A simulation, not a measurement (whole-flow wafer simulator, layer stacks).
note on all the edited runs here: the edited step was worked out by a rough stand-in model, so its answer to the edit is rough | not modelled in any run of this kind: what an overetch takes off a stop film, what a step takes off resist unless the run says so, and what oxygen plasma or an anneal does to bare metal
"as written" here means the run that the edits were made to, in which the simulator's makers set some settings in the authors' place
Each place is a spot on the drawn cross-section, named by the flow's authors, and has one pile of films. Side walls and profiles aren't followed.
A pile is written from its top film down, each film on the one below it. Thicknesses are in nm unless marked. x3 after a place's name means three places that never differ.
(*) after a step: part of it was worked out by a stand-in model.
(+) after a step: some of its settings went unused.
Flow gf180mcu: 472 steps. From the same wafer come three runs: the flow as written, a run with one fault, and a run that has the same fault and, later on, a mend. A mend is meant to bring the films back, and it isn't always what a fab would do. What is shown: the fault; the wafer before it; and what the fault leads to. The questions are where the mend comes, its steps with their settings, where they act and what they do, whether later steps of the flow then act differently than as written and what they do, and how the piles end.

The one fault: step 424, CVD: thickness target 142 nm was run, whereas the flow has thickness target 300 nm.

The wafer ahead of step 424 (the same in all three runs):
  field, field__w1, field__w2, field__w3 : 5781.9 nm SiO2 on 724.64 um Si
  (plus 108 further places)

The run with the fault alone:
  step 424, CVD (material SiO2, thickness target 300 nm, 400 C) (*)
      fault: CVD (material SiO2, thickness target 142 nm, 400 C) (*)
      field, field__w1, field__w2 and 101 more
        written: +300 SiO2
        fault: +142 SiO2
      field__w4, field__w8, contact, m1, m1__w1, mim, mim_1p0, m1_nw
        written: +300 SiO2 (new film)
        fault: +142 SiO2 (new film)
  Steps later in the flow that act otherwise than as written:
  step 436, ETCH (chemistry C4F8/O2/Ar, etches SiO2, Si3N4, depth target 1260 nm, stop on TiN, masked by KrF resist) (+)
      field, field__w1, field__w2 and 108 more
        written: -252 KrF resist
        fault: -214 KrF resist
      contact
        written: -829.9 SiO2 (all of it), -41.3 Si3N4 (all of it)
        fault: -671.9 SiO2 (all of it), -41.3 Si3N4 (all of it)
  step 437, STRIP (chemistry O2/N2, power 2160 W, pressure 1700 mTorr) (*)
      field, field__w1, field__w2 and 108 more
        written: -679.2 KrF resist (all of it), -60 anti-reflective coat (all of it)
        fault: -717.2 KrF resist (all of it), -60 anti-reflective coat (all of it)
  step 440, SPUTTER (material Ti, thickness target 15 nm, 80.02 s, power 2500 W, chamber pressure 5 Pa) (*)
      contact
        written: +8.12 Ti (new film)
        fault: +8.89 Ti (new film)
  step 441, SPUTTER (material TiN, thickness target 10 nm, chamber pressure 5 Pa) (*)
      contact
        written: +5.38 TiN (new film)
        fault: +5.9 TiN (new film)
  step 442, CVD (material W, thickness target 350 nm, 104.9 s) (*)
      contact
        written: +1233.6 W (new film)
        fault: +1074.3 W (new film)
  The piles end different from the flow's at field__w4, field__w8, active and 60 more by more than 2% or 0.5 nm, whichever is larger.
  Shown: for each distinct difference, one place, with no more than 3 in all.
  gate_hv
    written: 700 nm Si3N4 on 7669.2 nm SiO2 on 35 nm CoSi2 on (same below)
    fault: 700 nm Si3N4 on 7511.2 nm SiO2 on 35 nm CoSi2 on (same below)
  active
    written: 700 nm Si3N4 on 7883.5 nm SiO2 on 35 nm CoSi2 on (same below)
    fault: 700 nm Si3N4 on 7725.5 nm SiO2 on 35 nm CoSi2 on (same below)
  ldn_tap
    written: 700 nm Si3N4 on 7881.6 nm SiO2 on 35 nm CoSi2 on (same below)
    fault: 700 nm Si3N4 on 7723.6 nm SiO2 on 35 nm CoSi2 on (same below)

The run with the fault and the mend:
  After step 424 comes the mend.
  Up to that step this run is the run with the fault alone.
  step 424a, CVD (material SiO2, thickness target 158 nm, 400 C) (*) (a further turn of the flow's step 424, with different settings)
      field, field__w1, field__w2 and 109 more
        +158 SiO2
  Later steps of the flow that are run all act as written at every place that is followed.
  At every place that both follow, the piles at the end match the flow's.
